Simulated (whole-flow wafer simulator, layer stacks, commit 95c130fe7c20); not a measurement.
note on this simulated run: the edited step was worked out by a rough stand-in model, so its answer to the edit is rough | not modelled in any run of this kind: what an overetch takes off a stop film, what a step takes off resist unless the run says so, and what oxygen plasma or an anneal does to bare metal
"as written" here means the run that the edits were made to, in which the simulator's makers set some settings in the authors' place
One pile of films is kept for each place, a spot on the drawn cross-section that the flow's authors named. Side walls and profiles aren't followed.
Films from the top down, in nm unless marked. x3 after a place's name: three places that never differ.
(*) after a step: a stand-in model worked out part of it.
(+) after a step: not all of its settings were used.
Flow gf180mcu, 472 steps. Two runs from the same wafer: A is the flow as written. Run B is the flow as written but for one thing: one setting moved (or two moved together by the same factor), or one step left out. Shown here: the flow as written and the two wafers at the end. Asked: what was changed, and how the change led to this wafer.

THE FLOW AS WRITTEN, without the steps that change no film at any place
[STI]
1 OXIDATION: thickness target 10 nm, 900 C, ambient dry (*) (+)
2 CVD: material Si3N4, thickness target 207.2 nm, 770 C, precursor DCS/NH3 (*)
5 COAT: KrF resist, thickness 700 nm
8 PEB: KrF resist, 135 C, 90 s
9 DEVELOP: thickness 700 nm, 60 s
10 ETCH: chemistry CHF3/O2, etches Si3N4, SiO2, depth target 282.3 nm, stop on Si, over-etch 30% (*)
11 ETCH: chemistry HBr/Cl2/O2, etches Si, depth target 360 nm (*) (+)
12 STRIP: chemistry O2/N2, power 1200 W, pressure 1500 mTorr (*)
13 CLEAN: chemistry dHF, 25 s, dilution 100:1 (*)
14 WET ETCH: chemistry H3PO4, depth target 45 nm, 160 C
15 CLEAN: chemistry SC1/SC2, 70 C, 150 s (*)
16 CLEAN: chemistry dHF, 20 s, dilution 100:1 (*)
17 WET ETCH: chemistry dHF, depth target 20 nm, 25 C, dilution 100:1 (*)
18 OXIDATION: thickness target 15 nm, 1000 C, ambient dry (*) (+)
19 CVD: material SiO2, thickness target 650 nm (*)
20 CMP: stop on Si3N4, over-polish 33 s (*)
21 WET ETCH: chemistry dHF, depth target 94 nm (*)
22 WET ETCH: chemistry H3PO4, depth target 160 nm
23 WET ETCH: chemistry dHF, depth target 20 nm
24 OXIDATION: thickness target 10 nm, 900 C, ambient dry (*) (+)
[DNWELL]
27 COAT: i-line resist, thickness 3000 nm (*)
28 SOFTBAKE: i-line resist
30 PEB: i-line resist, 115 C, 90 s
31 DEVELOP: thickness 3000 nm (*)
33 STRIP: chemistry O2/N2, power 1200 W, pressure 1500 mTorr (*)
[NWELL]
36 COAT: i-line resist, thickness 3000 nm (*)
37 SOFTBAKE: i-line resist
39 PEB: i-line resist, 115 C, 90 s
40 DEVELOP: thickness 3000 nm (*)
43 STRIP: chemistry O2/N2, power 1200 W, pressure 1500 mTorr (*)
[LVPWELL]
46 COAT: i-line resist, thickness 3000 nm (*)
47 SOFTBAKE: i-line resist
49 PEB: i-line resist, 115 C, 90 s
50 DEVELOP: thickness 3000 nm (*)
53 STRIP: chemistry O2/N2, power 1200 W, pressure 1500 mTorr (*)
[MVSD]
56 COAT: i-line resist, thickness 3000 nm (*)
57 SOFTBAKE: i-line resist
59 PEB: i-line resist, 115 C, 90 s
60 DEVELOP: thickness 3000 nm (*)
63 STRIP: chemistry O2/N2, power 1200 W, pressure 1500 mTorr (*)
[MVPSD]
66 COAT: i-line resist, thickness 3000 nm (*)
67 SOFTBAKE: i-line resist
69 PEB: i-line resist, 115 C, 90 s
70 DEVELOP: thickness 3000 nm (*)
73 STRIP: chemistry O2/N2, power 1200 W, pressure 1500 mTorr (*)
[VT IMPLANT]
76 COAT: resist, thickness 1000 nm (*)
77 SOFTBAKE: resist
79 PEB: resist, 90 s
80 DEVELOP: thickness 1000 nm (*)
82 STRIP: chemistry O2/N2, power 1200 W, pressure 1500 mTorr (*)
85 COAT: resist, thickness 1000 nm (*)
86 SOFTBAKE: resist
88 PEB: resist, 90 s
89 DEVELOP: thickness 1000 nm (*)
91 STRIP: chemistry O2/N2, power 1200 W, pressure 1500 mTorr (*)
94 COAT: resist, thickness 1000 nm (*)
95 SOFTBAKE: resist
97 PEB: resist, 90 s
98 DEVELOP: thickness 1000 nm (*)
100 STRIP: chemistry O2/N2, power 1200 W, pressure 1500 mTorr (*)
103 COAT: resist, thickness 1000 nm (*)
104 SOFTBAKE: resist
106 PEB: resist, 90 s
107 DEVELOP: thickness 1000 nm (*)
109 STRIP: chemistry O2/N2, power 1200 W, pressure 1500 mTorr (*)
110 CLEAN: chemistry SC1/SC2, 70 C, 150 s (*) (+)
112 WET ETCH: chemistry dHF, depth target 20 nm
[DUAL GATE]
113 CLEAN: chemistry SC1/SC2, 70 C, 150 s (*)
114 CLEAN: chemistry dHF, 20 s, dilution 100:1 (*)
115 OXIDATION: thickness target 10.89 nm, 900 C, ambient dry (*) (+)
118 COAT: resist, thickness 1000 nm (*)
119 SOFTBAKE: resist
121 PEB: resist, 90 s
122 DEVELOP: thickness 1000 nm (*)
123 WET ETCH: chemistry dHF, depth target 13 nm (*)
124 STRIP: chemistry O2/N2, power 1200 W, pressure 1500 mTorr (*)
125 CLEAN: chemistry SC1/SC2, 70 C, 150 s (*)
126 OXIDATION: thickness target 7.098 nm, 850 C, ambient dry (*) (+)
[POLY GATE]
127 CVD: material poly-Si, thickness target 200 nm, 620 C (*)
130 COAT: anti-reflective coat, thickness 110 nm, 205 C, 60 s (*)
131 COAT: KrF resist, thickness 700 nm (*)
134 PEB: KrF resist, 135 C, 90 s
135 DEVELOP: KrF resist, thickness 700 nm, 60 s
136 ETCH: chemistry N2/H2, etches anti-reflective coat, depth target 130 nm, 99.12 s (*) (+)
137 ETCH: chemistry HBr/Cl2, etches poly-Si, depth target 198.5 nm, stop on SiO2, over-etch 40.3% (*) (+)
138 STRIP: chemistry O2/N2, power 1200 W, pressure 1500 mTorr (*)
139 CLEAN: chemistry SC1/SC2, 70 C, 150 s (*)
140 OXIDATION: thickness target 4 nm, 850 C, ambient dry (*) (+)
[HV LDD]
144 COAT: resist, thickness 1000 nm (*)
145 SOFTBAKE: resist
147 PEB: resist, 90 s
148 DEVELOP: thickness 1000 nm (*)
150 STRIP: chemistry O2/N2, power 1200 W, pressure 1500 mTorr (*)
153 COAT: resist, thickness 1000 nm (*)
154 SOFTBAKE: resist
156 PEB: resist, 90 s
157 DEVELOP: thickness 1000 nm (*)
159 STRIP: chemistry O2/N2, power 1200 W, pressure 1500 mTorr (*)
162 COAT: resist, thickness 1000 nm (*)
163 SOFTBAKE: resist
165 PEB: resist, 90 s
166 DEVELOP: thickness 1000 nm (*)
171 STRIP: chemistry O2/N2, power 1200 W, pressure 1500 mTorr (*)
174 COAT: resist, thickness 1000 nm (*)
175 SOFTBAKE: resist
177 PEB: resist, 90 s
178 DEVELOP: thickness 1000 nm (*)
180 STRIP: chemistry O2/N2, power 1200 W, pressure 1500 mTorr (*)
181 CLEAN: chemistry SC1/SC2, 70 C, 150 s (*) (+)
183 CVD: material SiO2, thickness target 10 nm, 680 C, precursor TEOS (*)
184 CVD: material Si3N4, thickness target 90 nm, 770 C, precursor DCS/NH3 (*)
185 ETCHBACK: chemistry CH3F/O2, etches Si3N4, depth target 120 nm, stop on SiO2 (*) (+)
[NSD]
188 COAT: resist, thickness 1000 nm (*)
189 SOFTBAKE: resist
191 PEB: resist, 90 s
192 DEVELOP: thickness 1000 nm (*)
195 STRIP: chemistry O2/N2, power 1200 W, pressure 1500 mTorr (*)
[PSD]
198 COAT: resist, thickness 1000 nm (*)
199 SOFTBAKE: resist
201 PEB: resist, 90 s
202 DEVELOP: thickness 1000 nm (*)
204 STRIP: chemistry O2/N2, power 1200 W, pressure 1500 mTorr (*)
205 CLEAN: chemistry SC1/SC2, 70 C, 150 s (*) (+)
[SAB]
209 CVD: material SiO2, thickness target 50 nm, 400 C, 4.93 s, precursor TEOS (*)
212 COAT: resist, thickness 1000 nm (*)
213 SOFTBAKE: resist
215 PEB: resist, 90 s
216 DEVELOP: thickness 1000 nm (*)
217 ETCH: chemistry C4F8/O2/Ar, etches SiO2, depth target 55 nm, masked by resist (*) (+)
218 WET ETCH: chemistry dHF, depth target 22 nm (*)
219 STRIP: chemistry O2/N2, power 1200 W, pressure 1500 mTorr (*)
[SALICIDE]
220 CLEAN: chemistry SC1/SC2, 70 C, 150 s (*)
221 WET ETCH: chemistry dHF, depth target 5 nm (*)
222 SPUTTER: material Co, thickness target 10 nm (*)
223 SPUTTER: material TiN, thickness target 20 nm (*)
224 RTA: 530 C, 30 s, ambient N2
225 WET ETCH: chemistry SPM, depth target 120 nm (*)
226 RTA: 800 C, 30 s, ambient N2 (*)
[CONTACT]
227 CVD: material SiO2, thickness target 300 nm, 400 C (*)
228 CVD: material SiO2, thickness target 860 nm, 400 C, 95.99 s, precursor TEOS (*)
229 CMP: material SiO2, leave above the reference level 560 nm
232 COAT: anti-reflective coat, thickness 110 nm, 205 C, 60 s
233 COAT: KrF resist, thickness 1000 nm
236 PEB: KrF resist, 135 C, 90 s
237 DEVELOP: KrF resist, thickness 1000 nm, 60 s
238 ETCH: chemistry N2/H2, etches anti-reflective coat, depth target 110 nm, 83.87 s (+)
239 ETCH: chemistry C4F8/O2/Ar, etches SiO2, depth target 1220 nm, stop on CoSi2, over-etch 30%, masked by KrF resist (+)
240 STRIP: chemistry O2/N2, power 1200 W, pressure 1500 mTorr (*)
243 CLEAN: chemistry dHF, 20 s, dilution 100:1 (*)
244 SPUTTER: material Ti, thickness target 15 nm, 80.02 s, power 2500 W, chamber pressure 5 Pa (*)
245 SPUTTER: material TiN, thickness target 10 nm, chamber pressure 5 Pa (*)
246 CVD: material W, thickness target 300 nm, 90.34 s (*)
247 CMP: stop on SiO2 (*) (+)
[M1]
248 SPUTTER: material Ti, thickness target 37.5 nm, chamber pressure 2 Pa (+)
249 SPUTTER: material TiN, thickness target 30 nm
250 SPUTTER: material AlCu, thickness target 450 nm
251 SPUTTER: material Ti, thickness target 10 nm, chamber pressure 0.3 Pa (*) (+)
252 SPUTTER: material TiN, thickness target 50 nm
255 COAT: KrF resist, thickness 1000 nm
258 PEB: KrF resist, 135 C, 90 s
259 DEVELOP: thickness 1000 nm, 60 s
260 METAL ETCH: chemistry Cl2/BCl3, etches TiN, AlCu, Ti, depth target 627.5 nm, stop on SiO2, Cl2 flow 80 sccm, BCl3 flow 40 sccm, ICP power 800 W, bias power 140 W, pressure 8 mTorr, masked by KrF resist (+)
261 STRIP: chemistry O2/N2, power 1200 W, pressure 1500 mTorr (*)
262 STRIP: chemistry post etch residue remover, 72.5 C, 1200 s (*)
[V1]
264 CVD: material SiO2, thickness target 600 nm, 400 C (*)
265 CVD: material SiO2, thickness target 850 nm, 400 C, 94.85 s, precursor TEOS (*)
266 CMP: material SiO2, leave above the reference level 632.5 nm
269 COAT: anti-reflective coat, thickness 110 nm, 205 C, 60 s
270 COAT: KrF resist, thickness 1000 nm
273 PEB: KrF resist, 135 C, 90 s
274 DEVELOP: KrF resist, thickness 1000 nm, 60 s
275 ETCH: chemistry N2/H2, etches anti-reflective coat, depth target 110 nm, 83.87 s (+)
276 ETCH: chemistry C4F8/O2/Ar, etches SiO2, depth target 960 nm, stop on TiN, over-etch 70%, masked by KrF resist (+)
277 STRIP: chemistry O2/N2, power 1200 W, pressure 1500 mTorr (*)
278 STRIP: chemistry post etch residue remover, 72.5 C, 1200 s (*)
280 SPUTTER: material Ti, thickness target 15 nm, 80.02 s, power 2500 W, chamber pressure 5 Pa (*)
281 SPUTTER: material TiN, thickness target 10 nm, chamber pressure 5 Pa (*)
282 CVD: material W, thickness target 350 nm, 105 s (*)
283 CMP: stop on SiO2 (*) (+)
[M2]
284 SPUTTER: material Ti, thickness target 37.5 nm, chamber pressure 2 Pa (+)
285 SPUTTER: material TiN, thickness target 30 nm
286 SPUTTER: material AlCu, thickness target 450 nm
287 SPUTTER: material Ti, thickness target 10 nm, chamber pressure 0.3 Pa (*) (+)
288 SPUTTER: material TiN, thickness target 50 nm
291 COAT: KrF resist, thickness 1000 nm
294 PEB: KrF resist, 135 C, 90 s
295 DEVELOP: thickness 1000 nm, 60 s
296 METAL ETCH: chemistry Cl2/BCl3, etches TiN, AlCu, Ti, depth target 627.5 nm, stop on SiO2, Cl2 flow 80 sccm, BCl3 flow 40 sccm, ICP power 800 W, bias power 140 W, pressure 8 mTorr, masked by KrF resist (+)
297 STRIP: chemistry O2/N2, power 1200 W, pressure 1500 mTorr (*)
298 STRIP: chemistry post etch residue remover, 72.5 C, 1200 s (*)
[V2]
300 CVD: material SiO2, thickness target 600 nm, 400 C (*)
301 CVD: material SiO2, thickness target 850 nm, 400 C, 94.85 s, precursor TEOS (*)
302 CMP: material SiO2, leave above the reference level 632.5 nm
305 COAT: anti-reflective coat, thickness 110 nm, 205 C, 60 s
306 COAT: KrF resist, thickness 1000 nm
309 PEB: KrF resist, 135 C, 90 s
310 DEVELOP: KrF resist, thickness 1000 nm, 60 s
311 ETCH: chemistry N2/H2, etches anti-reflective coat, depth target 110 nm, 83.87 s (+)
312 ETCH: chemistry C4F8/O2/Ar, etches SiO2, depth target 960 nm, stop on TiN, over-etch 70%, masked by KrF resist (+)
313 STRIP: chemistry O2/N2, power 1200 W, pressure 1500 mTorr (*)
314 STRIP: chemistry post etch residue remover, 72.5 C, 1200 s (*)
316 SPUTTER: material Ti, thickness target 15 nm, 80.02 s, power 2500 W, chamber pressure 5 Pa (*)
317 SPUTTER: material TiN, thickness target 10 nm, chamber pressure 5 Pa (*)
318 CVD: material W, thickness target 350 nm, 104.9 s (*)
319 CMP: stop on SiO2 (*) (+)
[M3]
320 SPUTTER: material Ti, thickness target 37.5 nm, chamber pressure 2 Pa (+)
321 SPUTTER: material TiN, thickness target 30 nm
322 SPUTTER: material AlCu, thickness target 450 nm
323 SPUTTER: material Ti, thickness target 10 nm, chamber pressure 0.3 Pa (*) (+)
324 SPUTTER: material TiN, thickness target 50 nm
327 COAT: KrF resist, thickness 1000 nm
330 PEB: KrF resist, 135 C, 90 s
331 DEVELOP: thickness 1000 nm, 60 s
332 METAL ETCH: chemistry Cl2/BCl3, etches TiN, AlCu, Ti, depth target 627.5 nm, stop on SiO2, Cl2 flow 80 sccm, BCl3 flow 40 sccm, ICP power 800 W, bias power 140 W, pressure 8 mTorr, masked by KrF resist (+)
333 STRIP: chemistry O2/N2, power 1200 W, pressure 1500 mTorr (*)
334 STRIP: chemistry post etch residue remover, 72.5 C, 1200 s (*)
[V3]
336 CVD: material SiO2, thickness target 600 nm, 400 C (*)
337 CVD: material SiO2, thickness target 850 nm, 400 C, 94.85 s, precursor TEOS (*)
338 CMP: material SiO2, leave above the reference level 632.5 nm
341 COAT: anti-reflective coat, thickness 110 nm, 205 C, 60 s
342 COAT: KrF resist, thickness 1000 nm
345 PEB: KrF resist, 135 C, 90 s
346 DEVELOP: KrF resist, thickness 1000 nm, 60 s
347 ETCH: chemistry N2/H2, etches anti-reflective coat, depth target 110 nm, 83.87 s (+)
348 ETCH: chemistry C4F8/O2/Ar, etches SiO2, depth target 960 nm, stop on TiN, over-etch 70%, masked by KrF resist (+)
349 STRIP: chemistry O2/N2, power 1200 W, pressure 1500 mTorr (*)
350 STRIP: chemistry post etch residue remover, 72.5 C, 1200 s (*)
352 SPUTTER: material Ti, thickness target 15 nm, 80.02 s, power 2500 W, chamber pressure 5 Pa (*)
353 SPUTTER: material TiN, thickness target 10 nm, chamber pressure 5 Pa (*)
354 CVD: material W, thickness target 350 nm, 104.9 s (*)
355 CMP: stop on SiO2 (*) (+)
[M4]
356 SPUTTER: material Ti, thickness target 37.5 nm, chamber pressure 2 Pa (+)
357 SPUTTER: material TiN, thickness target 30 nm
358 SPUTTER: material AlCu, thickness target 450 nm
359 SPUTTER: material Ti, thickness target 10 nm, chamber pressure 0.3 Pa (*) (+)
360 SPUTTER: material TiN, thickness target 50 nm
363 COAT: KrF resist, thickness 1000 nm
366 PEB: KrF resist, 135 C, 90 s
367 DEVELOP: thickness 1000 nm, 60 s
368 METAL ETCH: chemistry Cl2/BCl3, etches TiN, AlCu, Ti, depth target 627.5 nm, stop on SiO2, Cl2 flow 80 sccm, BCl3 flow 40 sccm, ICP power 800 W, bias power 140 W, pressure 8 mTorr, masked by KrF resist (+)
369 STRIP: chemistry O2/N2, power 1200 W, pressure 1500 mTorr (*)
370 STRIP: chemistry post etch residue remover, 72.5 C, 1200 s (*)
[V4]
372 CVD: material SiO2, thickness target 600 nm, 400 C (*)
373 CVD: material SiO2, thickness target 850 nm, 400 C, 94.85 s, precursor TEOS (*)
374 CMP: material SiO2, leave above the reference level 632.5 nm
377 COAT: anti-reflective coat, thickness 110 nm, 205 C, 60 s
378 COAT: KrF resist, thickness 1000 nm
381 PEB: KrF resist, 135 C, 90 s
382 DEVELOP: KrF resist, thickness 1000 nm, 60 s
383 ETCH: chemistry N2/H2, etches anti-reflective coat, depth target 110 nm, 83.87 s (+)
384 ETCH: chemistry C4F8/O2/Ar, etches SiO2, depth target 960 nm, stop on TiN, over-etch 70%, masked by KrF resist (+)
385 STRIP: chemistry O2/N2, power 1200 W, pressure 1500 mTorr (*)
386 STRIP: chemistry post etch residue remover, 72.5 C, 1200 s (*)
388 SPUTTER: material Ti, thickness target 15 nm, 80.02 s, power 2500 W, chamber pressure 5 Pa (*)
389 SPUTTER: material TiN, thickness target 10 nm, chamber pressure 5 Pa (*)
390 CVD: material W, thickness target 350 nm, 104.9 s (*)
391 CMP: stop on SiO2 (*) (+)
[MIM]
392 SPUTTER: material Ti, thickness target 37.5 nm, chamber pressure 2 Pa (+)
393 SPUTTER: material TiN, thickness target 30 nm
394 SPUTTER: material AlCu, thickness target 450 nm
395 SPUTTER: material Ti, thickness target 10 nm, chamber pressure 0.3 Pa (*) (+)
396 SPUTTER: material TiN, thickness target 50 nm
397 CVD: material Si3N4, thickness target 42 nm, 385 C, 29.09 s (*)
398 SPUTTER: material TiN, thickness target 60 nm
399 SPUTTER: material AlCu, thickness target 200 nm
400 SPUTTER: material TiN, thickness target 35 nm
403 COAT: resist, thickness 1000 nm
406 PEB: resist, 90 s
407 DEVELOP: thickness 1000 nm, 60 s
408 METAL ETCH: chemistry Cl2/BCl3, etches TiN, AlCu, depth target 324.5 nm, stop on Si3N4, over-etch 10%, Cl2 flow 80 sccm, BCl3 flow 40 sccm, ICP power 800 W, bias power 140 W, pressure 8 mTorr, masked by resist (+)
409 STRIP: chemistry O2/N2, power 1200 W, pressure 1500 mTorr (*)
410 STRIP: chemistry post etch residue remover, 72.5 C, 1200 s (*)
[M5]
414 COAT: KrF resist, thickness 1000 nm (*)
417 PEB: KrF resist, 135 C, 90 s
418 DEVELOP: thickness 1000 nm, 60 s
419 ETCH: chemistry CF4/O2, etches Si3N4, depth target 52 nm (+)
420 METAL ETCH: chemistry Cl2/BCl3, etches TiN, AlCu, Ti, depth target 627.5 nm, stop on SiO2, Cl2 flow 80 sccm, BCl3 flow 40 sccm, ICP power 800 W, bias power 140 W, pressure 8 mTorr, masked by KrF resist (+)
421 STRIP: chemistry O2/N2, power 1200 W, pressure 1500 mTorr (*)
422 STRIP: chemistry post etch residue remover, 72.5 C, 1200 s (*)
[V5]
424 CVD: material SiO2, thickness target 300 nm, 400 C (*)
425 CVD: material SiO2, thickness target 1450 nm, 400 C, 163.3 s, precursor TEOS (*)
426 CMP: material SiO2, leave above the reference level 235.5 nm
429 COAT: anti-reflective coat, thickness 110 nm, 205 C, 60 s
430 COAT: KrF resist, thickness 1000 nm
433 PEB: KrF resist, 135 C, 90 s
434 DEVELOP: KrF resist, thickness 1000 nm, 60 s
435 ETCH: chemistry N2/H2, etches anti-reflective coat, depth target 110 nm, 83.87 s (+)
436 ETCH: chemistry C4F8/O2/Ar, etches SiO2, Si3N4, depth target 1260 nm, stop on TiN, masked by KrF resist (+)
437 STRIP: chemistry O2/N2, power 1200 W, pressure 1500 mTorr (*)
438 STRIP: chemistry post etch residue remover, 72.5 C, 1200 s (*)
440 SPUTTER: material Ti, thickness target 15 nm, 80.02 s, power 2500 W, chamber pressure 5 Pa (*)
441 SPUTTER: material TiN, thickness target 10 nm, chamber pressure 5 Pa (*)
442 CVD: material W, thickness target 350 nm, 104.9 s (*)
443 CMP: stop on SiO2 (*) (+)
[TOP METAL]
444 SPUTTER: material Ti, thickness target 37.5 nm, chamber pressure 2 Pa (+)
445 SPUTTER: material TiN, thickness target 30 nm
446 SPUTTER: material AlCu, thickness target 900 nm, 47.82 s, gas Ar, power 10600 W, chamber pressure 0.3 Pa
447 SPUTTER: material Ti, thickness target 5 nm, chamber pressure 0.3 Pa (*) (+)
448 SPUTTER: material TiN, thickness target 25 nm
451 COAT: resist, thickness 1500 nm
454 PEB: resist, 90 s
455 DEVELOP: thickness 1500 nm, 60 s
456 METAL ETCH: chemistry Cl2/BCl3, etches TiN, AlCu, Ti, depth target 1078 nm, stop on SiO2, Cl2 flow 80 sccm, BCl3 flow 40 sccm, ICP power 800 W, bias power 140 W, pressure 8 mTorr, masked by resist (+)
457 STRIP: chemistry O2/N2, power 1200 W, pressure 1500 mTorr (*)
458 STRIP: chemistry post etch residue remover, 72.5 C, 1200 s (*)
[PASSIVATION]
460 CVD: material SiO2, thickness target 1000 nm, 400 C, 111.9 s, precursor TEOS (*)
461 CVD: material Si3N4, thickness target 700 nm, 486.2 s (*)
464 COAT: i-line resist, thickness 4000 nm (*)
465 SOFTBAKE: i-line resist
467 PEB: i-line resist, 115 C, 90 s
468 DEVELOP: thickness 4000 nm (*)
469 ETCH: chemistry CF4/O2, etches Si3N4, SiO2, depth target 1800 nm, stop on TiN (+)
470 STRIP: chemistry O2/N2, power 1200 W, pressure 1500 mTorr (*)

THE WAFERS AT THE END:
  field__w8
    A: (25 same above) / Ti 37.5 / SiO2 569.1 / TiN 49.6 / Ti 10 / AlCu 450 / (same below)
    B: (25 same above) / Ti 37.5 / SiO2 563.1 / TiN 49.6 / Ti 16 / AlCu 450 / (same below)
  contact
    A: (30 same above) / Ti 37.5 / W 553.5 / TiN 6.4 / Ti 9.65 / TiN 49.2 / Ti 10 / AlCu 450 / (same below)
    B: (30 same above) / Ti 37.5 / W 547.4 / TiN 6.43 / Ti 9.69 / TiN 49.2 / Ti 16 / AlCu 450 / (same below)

The cause: step 287, SPUTTER: thickness target 16 nm was run, where the flow has thickness target 10 nm.
It can be read off the wafer: field__w8 has Ti 16, and step 287 as written asks for 10 nm.

How the change led to this, step by step:
  287 SPUTTER: material Ti, thickness target 10 nm, chamber pressure 0.3 Pa (*) (+)
      field, field__w1, field__w2 and 108 more: A Ti +10 (new film) | B Ti +16 (new film)
  296 METAL ETCH: chemistry Cl2/BCl3, etches TiN, AlCu, Ti, depth target 627.5 nm, stop on SiO2, Cl2 flow 80 sccm, BCl3 flow 40 sccm, ICP power 800 W, bias power 140 W, pressure 8 mTorr, masked by KrF resist (+)
      field, field__w1, field__w2 and 103 more: A TiN -50 (all of it), Ti -10 (all of it), AlCu -450 (all of it), TiN -30 (all of it), Ti -37.5 (all of it) | B TiN -50 (all of it), Ti -16 (all of it), AlCu -450 (all of it), TiN -30 (all of it), Ti -37.5 (all of it)
